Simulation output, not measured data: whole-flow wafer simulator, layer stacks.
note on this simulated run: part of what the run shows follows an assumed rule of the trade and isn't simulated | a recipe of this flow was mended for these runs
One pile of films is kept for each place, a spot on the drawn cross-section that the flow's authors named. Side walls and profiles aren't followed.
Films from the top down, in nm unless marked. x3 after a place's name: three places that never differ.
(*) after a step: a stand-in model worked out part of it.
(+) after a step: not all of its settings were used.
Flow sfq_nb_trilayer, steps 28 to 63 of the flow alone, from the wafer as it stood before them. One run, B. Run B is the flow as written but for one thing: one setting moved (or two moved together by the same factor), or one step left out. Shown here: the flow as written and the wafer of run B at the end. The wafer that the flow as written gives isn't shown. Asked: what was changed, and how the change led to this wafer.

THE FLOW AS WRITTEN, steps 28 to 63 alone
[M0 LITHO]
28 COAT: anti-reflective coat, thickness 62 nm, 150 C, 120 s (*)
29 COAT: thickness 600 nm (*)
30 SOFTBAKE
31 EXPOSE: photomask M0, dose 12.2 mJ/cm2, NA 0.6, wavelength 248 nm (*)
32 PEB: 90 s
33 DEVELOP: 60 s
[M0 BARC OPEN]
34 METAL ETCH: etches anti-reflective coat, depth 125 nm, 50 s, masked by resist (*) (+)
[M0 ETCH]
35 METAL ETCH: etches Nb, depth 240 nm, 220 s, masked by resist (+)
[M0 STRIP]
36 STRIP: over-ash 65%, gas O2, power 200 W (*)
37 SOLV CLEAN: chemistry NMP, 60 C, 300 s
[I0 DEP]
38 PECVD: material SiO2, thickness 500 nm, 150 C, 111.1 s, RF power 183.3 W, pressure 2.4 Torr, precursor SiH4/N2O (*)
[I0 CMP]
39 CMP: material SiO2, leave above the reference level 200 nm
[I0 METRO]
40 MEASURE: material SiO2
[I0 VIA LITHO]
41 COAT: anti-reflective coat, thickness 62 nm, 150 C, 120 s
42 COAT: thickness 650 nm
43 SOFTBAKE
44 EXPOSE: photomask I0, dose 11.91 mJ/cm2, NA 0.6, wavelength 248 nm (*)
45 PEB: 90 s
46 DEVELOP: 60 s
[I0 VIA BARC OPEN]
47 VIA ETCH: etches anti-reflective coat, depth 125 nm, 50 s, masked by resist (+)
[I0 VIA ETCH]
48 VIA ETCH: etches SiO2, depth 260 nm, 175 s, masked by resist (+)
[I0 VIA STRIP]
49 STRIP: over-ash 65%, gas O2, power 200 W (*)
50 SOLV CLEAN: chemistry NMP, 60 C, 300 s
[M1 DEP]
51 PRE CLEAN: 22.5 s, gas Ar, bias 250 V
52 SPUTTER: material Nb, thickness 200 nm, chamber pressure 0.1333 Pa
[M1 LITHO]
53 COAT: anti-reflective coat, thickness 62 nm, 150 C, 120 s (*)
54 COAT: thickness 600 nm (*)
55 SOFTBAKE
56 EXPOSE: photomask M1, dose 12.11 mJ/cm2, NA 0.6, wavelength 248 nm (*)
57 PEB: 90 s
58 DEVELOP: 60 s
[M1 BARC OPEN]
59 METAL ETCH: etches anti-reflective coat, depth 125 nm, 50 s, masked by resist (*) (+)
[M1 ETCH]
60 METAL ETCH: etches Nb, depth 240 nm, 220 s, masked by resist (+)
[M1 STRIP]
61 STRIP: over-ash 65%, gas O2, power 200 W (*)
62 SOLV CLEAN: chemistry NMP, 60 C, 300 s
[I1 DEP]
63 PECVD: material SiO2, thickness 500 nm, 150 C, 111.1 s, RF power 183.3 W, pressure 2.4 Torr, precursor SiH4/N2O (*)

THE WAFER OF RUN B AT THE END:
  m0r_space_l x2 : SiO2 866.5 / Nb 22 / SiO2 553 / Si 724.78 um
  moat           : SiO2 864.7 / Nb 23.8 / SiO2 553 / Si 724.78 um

The cause: step 34, METAL ETCH: etches anti-reflective coat, depth 125 nm, 50 s, masked by resist (*) (+), was left out.

How the change led to this, step by step:
  35 METAL ETCH: etches Nb, depth 240 nm, 220 s, masked by resist (+)
      m0r_space_l x2: anti-reflective coat -62 (all of it), Nb -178 (as written it would be: Nb -200 (all of it), SiO2 -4)
      moat: anti-reflective coat -63.8 (all of it), Nb -176.2 (as written it would be: Nb -200 (all of it), SiO2 -4)
  36 STRIP: over-ash 65%, gas O2, power 200 W (*)
      p4_fl x53, wl_j_sl x16, wl_d_sl x2: KrF-resist-other-grade -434 (all of it), anti-reflective coat -62 (all of it) (as written it would be: KrF-resist-other-grade -364.6 (all of it), anti-reflective coat -62 (all of it))
      jj_sur, ce_l, c5j, res: KrF-resist-other-grade -439.9 (all of it), anti-reflective coat -63.7 (all of it) (as written it would be: KrF-resist-other-grade -370.5 (all of it), anti-reflective coat -63.7 (all of it))
      (and at 28 more places)
  38 PECVD: material SiO2, thickness 500 nm, 150 C, 111.1 s, RF power 183.3 W, pressure 2.4 Torr, precursor SiH4/N2O (*)
      m0r_space_l x2: SiO2 +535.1 (new film) (as written it would be: SiO2 +561.1)
      moat: SiO2 +533.3 (new film) (as written it would be: SiO2 +561.1)
Counting metal films that touch as one body, m0r_space_l x2 has 1 body; the flow as written gives 0 bodies.
Counting metal films that touch as one body, moat has 1 body; the flow as written gives 0 bodies.
